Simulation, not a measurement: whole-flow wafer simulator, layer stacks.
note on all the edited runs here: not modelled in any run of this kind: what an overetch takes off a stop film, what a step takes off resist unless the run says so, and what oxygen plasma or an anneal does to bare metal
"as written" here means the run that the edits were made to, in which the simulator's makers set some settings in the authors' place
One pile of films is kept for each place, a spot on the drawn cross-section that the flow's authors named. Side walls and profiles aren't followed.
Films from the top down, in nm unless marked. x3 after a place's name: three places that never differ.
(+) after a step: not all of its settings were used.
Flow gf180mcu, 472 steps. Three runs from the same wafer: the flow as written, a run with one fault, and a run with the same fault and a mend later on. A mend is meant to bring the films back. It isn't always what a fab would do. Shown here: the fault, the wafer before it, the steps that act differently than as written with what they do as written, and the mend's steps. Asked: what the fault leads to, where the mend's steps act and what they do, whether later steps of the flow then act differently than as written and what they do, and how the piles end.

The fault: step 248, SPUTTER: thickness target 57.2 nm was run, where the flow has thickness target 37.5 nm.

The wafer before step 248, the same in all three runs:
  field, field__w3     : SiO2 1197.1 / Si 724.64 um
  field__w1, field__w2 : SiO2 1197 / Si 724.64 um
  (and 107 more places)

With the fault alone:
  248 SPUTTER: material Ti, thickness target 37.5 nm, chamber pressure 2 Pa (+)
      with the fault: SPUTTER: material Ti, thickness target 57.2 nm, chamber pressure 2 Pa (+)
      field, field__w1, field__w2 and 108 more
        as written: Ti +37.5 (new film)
        with the fault: Ti +57.2 (new film)
  Later steps of the flow that act differently than as written:
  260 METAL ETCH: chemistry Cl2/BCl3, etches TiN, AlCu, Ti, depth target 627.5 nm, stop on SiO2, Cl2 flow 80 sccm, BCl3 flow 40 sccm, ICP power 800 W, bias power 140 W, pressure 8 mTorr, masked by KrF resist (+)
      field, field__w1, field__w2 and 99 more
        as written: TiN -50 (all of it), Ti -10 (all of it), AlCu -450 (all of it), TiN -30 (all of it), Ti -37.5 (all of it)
        with the fault: TiN -50 (all of it), Ti -10 (all of it), AlCu -450 (all of it), TiN -30 (all of it), Ti -57.2 (all of it)
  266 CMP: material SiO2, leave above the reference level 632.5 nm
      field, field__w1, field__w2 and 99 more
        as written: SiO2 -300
        with the fault: SiO2 -280.3
  At the end the piles differ from the flow's by more than 2% or 0.5 nm, whichever is larger, at field__w8, contact, m1 and 6 more.
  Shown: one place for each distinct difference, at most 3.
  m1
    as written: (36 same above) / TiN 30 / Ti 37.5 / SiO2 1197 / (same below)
    with the fault: (36 same above) / TiN 30 / Ti 57.2 / SiO2 1197 / (same below)
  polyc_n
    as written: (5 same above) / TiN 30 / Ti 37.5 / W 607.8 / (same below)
    with the fault: (5 same above) / TiN 30 / Ti 57.2 / W 607.8 / (same below)
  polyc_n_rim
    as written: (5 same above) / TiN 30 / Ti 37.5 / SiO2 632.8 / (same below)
    with the fault: (5 same above) / TiN 30 / Ti 57.2 / SiO2 632.8 / (same below)

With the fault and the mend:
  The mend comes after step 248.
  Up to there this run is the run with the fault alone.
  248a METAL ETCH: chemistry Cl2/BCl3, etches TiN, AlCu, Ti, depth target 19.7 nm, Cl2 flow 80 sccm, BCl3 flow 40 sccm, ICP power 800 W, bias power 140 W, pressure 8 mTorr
      field, field__w1, field__w2 and 108 more
        Ti -19.7
  No later step of the flow acts differently than as written at any place that is followed.
  At the end the piles are the same as the flow's at every place that both follow.
